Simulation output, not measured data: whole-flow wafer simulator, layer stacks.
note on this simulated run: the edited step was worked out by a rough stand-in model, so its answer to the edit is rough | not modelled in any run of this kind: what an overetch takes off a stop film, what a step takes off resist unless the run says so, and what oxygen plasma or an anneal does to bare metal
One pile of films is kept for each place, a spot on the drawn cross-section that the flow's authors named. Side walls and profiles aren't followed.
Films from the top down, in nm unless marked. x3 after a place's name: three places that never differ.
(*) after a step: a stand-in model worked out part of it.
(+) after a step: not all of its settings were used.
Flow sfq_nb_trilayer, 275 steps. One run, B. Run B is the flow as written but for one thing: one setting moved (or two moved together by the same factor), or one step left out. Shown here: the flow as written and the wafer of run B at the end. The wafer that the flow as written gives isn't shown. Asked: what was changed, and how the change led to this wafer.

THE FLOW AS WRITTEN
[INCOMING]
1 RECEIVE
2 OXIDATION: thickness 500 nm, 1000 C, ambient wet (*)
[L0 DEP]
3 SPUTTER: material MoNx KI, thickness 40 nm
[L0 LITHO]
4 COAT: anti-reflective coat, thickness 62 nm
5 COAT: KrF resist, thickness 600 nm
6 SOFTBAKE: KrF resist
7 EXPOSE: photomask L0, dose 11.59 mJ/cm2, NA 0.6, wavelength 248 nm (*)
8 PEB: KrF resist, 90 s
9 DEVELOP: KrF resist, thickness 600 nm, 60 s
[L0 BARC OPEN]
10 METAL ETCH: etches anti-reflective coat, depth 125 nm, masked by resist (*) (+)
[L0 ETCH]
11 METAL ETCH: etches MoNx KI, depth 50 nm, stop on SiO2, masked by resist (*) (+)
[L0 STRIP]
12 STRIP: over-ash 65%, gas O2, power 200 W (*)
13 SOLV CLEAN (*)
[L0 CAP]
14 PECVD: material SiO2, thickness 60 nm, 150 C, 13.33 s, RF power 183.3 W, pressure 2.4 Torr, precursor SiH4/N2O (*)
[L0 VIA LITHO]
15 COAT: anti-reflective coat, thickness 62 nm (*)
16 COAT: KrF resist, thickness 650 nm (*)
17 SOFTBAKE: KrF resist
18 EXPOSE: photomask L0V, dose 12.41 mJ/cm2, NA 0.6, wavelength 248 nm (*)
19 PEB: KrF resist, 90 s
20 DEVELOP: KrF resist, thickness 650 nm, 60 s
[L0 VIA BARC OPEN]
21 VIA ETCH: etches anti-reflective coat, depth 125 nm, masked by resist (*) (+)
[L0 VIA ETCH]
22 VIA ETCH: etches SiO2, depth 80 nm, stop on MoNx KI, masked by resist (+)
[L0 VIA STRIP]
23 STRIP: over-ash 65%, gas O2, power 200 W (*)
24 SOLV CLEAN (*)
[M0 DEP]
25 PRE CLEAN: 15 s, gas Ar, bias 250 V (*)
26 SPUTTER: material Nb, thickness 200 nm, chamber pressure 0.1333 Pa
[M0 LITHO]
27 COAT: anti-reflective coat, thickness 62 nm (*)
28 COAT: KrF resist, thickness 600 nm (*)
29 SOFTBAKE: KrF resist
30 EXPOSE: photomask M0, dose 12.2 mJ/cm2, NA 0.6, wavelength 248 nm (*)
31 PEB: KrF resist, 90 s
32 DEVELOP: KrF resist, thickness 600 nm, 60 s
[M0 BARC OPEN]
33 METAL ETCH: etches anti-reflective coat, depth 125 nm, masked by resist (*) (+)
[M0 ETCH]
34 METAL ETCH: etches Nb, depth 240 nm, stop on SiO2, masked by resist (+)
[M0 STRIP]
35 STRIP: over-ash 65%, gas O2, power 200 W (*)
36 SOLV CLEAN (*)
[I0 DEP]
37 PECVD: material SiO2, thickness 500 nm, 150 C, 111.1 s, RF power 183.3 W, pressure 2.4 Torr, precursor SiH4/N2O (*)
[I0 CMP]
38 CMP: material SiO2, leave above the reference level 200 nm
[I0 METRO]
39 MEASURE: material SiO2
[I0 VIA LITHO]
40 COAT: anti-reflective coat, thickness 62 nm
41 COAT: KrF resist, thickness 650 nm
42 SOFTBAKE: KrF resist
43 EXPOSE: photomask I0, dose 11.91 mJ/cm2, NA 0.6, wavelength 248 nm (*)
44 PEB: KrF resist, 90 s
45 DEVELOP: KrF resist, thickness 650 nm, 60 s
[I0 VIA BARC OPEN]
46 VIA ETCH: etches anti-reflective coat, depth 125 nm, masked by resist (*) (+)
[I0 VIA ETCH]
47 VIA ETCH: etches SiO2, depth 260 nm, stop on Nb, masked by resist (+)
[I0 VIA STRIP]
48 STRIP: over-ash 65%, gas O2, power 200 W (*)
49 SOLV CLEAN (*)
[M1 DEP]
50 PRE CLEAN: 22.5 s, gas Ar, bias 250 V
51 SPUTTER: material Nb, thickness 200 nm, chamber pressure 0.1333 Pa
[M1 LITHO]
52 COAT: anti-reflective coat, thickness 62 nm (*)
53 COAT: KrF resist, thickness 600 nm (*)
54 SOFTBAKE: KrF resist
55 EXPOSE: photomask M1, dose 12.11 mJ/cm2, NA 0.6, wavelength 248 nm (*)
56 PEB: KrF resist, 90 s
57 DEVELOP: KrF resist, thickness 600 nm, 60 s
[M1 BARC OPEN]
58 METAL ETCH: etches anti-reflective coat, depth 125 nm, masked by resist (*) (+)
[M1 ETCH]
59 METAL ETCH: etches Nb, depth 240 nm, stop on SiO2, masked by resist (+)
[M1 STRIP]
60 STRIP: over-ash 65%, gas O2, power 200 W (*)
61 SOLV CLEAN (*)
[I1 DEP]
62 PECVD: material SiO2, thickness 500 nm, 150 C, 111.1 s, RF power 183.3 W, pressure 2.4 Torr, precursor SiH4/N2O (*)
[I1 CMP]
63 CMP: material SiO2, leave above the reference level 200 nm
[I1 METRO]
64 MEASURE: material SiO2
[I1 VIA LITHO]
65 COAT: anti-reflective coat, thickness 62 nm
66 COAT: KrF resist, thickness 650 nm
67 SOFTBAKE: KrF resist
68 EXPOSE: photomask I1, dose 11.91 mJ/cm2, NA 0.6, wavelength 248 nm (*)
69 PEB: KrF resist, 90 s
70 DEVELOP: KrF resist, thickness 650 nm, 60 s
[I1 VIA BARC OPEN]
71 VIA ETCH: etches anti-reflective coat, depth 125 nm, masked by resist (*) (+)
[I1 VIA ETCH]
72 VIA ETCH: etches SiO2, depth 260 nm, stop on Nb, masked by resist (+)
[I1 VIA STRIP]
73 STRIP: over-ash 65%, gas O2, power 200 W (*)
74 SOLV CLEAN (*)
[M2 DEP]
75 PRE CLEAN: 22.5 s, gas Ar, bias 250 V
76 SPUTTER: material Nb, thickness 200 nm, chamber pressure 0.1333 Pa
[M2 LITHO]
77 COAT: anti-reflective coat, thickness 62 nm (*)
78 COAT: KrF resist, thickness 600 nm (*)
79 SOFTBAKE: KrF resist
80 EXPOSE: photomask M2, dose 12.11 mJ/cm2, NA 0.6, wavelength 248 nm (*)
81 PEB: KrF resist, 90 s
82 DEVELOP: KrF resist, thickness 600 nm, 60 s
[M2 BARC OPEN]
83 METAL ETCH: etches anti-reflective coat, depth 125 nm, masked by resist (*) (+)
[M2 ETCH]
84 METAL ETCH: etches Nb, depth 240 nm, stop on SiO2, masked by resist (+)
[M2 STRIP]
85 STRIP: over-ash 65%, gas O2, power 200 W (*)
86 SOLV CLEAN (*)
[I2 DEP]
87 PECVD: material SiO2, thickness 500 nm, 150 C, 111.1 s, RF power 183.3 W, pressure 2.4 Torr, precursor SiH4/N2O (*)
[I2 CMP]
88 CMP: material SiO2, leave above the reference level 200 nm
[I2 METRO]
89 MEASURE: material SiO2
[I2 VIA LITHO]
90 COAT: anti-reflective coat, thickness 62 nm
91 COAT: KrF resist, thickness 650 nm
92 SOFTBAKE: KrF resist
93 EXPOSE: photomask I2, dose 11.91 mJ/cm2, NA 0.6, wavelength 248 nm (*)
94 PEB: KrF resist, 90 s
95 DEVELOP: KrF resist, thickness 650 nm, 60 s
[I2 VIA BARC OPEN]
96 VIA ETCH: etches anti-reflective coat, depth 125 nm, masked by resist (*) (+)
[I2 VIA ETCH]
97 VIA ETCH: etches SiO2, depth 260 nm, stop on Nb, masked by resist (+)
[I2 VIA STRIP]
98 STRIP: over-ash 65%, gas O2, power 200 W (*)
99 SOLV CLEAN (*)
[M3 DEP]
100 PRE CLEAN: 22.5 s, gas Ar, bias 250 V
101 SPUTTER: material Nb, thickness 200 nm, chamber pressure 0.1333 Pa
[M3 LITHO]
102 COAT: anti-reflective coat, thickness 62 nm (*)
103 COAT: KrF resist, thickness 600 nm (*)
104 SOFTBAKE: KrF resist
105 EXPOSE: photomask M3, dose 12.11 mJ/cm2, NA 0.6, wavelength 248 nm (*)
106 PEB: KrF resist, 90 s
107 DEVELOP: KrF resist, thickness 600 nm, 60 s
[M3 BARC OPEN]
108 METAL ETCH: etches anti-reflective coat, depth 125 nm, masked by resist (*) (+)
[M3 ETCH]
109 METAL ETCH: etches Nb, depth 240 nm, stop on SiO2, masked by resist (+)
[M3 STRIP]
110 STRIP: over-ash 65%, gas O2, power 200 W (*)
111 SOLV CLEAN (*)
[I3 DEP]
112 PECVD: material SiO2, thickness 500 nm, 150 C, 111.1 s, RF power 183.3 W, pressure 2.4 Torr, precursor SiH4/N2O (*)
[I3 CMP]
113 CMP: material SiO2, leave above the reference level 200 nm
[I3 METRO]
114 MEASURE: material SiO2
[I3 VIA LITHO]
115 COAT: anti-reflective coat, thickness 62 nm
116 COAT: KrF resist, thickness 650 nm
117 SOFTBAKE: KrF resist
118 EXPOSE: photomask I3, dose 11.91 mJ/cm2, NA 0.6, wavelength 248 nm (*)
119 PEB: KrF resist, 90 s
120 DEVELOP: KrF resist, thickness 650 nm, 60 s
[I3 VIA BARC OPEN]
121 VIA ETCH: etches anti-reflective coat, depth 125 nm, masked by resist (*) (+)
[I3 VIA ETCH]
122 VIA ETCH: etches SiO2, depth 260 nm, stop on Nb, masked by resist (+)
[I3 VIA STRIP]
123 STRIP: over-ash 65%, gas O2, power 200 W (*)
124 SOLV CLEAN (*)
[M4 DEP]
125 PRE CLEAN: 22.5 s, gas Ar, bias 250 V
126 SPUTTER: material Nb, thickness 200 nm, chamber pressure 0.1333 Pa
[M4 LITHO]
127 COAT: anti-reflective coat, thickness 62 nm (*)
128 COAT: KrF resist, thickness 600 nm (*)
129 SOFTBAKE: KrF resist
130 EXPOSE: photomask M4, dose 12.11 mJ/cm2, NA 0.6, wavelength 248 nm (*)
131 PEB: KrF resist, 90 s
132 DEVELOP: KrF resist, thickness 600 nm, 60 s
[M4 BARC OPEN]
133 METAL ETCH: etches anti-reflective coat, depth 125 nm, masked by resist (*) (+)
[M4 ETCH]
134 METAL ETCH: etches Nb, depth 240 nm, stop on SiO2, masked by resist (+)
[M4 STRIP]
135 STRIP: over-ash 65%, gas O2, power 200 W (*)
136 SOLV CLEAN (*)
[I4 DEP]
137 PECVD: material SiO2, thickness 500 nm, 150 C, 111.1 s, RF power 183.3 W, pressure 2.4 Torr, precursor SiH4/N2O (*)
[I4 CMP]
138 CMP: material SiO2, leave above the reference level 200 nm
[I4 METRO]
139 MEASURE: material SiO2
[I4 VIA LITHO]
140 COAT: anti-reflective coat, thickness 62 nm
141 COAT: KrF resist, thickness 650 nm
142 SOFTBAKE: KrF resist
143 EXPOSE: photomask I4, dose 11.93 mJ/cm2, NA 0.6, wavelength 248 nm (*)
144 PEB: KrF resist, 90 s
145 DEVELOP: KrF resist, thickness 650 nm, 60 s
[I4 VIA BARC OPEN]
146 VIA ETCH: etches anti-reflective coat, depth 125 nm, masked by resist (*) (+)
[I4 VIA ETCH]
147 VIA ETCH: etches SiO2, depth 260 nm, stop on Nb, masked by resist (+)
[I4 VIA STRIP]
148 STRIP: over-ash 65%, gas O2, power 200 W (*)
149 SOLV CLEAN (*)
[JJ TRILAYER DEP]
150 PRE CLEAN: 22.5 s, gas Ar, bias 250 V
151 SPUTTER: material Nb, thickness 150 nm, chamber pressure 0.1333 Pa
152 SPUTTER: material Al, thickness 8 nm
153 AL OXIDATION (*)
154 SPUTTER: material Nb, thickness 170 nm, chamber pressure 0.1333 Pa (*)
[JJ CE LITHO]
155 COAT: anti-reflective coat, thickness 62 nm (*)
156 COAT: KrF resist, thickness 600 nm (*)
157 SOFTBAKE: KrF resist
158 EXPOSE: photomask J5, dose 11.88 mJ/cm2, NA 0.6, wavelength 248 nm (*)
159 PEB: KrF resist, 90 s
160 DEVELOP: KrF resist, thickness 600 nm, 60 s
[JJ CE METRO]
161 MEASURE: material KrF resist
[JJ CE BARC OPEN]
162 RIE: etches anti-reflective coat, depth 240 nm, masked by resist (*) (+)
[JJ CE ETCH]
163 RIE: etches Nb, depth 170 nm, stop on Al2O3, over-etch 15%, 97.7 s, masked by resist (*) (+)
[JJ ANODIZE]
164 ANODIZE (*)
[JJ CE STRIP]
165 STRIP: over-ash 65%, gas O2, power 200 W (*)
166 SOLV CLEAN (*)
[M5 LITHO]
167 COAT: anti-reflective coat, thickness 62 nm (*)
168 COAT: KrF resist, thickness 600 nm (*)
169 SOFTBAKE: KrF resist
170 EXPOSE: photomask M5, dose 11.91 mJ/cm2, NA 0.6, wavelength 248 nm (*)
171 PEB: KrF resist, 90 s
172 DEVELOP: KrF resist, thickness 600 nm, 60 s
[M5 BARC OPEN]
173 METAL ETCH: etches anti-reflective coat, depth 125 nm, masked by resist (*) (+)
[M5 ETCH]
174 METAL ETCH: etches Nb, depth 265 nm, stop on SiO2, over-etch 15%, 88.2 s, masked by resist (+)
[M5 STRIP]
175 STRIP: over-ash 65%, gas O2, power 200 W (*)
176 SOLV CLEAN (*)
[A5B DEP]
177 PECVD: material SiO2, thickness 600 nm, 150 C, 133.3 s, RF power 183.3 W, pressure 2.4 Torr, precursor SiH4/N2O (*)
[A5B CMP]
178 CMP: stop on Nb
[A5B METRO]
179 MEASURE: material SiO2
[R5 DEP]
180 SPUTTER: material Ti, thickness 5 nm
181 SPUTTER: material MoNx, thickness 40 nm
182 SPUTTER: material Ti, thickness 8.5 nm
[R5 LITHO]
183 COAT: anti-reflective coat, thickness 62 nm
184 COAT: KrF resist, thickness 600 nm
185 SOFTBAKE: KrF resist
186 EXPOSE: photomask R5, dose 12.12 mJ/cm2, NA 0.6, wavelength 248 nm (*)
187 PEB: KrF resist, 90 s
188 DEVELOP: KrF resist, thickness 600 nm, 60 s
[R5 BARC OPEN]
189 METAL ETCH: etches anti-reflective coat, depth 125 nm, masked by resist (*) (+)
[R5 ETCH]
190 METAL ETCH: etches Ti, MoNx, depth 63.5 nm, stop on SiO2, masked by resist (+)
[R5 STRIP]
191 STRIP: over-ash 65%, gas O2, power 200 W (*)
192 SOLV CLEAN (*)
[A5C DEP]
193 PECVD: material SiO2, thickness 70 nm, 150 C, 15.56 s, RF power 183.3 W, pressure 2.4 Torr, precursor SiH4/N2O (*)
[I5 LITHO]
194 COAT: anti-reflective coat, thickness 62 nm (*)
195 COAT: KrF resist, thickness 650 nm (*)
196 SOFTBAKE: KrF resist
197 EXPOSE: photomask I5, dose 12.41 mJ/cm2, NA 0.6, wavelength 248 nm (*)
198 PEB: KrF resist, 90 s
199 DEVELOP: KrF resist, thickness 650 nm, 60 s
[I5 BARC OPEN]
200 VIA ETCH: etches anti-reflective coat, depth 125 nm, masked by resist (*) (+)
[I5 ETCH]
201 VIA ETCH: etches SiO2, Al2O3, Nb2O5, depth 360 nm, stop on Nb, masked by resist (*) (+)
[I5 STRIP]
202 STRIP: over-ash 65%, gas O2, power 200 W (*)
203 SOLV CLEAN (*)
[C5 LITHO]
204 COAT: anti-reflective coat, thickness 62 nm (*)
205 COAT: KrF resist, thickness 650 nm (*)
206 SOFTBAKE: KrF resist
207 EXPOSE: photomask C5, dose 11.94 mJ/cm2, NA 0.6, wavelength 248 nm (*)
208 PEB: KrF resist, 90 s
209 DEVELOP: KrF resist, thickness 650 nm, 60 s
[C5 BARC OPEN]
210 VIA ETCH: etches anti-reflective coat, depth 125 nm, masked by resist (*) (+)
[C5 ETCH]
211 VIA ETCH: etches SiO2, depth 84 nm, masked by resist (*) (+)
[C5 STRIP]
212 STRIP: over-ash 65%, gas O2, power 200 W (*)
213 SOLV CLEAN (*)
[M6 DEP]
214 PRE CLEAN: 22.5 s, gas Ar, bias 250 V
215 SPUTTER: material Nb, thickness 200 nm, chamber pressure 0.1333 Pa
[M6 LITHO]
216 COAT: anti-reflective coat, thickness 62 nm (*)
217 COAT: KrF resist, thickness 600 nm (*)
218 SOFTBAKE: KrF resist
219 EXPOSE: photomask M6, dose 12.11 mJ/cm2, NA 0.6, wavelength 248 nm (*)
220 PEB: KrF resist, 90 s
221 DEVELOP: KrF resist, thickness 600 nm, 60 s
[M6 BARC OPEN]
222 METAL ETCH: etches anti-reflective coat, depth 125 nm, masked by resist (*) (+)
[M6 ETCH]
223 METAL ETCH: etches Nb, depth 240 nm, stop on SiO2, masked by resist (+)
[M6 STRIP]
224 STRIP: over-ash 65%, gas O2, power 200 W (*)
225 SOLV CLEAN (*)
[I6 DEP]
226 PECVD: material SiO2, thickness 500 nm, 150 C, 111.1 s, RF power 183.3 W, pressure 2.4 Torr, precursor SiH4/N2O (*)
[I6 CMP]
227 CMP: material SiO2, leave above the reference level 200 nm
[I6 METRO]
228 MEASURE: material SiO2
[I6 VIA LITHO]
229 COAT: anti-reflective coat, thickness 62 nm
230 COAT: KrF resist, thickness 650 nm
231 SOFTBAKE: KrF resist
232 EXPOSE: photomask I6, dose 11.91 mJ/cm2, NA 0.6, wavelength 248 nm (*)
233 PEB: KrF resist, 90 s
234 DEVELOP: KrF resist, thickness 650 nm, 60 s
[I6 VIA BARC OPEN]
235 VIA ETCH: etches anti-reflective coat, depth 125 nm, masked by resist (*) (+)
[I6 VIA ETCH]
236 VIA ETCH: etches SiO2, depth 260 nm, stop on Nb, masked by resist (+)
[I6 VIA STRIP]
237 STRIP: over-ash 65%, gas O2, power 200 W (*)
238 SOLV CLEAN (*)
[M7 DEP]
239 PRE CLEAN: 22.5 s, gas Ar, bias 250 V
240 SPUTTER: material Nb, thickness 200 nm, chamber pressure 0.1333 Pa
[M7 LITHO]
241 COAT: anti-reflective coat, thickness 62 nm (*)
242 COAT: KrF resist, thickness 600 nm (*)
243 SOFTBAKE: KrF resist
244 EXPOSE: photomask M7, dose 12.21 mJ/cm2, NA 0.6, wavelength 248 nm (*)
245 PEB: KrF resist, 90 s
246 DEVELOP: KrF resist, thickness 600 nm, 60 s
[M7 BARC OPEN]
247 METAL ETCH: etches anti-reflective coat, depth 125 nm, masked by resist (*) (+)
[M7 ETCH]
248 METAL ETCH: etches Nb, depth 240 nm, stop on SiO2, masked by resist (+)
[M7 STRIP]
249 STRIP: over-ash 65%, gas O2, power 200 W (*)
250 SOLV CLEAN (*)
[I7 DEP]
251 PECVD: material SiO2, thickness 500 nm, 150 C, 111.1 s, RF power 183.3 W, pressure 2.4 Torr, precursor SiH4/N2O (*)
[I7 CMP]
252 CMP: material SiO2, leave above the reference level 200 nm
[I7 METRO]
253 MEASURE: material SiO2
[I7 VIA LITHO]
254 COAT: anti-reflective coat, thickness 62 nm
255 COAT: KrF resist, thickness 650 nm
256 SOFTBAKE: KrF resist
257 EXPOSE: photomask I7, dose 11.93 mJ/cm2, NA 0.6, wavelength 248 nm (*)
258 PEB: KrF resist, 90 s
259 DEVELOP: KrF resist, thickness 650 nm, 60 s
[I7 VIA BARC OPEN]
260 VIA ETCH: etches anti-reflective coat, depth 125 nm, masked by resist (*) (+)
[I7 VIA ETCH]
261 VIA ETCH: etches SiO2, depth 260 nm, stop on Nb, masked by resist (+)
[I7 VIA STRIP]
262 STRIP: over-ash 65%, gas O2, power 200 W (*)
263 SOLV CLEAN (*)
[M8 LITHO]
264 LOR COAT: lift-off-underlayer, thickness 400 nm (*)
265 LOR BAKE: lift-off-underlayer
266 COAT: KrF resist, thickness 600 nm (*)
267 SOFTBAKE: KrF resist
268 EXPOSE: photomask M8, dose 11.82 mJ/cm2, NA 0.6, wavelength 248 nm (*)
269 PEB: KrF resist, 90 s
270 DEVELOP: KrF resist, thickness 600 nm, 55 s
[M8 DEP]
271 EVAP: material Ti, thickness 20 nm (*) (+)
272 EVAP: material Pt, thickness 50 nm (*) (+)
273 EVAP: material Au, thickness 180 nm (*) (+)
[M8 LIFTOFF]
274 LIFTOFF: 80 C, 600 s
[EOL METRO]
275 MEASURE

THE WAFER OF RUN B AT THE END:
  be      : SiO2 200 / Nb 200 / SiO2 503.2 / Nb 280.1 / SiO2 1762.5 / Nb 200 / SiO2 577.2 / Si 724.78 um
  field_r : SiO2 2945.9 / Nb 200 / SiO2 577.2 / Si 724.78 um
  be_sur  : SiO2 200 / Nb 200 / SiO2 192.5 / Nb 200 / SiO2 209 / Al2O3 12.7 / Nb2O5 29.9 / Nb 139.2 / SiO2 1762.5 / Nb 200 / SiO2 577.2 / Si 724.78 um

The cause: step 14, PECVD: thickness 82.2 nm was run, where the flow has thickness 60 nm; step 14, PECVD: 18.27 s was run, where the flow has 13.33 s.

How the change led to this, step by step:
  14 PECVD: material SiO2, thickness 60 nm, 150 C, 13.33 s, RF power 183.3 W, pressure 2.4 Torr, precursor SiH4/N2O (*)
      v_sur, via_wl, via_w and 97 more: SiO2 +82.2 (as written it would be: SiO2 +60)
      field_l, l0_sur, l0v, l0r_line_l, l0r_line_c, l0r_line_r: SiO2 +82.2 (new film) (as written it would be: SiO2 +60 (new film))
  22 VIA ETCH: etches SiO2, depth 80 nm, stop on MoNx KI, masked by resist (+)
      l0v: SiO2 -80 (as written it would be: SiO2 -59.8 (all of it))
  25 PRE CLEAN: 15 s, gas Ar, bias 250 V (*)
      l0v: SiO2 -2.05 (all of it), MoNx KI -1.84 (as written it would be: MoNx KI -2.91)
  27 COAT: anti-reflective coat, thickness 62 nm (*)
      l0_sur: anti-reflective coat +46 (new film) (as written it would be: anti-reflective coat +47.5 (new film))
      l0v: anti-reflective coat +83.3 (new film) (as written it would be: anti-reflective coat +78 (new film))
  28 COAT: KrF resist, thickness 600 nm (*)
      l0v: KrF resist +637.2 (new film) (as written it would be: KrF resist +622.9 (new film))
  35 STRIP: over-ash 65%, gas O2, power 200 W (*)
      l0_sur: KrF resist -369.7 (all of it), anti-reflective coat -46 (all of it) (as written it would be: KrF resist -372 (all of it), anti-reflective coat -47.5 (all of it))
      l0v: KrF resist -419.4 (all of it), anti-reflective coat -83.3 (all of it) (as written it would be: KrF resist -405.3 (all of it), anti-reflective coat -78 (all of it))
  38 CMP: material SiO2, leave above the reference level 200 nm
      l0v: SiO2 -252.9 (as written it would be: SiO2 -277.8)
